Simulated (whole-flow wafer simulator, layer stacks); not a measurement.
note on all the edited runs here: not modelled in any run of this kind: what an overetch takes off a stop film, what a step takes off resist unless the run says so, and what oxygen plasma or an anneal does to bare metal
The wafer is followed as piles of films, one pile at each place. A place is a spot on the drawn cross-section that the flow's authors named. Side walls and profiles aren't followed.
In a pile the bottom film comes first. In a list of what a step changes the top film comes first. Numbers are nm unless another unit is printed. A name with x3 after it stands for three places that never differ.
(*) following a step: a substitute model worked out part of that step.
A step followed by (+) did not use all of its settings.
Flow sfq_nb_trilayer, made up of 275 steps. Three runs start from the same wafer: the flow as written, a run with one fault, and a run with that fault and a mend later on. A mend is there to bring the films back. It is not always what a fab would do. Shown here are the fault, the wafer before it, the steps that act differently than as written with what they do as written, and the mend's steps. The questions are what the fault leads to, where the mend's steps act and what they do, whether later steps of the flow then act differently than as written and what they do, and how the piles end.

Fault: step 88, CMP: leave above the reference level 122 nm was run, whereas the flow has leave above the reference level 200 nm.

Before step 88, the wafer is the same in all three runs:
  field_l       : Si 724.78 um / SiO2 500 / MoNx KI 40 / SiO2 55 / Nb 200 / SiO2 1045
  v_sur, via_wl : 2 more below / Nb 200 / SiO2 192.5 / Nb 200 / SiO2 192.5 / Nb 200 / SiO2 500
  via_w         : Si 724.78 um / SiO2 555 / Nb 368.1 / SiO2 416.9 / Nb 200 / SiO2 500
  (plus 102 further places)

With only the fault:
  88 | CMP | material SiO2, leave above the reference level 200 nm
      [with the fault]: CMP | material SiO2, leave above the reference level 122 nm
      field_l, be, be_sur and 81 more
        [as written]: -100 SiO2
        [with the fault]: -178 SiO2
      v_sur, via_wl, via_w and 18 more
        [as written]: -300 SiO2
        [with the fault]: -378 SiO2
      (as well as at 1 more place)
  Later steps of the flow acting differently than as written (3 other steps are not shown; they differ only slightly, by no more than 2% or 0.5 nm, whichever is larger):
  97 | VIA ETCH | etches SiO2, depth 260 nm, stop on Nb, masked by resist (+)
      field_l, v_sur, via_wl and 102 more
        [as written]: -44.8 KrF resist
        [with the fault]: -31.5 KrF resist
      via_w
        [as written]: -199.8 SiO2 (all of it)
        [with the fault]: -121.8 SiO2 (all of it)
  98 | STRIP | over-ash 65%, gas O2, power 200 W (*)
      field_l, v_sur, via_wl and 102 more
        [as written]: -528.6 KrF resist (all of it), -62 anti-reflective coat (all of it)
        [with the fault]: -541.9 KrF resist (all of it), -62 anti-reflective coat (all of it)
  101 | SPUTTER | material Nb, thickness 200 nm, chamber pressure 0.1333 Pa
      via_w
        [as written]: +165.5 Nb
        [with the fault]: +182.8 Nb
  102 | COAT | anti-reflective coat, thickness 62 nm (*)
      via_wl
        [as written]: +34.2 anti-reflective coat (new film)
        [with the fault]: +38.3 anti-reflective coat (new film)
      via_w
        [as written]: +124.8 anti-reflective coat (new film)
        [with the fault]: +106.7 anti-reflective coat (new film)
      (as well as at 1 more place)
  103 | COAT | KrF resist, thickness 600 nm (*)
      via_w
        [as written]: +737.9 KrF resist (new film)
        [with the fault]: +673.6 KrF resist (new film)
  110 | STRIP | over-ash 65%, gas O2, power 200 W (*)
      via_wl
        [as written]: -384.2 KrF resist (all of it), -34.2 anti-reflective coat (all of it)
        [with the fault]: -390 KrF resist (all of it), -38.3 anti-reflective coat (all of it)
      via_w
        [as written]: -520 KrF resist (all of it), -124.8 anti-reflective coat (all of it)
        [with the fault]: -455.8 KrF resist (all of it), -106.7 anti-reflective coat (all of it)
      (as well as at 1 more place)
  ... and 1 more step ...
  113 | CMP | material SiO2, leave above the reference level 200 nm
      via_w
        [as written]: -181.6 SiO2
        [with the fault]: -161.8 SiO2
  At field_l, v_sur, via_wl and 103 more, the piles at the end differ from the flow's by more than 2% or 0.5 nm, whichever is larger.
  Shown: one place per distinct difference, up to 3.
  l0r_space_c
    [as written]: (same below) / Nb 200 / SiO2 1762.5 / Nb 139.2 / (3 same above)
    [with the fault]: (same below) / Nb 200 / SiO2 1684.5 / Nb 139.2 / (3 same above)
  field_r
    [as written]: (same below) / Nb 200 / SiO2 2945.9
    [with the fault]: (same below) / Nb 200 / SiO2 2867.9
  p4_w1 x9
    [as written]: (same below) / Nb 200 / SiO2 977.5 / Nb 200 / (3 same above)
    [with the fault]: (same below) / Nb 200 / SiO2 899.5 / Nb 200 / (3 same above)

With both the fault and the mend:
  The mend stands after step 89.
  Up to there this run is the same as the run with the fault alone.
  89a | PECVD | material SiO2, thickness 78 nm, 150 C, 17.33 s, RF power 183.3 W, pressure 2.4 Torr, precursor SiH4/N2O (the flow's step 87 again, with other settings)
      field_l, v_sur, via_wl and 103 more
        +78 SiO2
  None of the later steps of the flow acts differently than as written at any place that is followed.
  At every place that both follow, the piles at the end match the flow's.
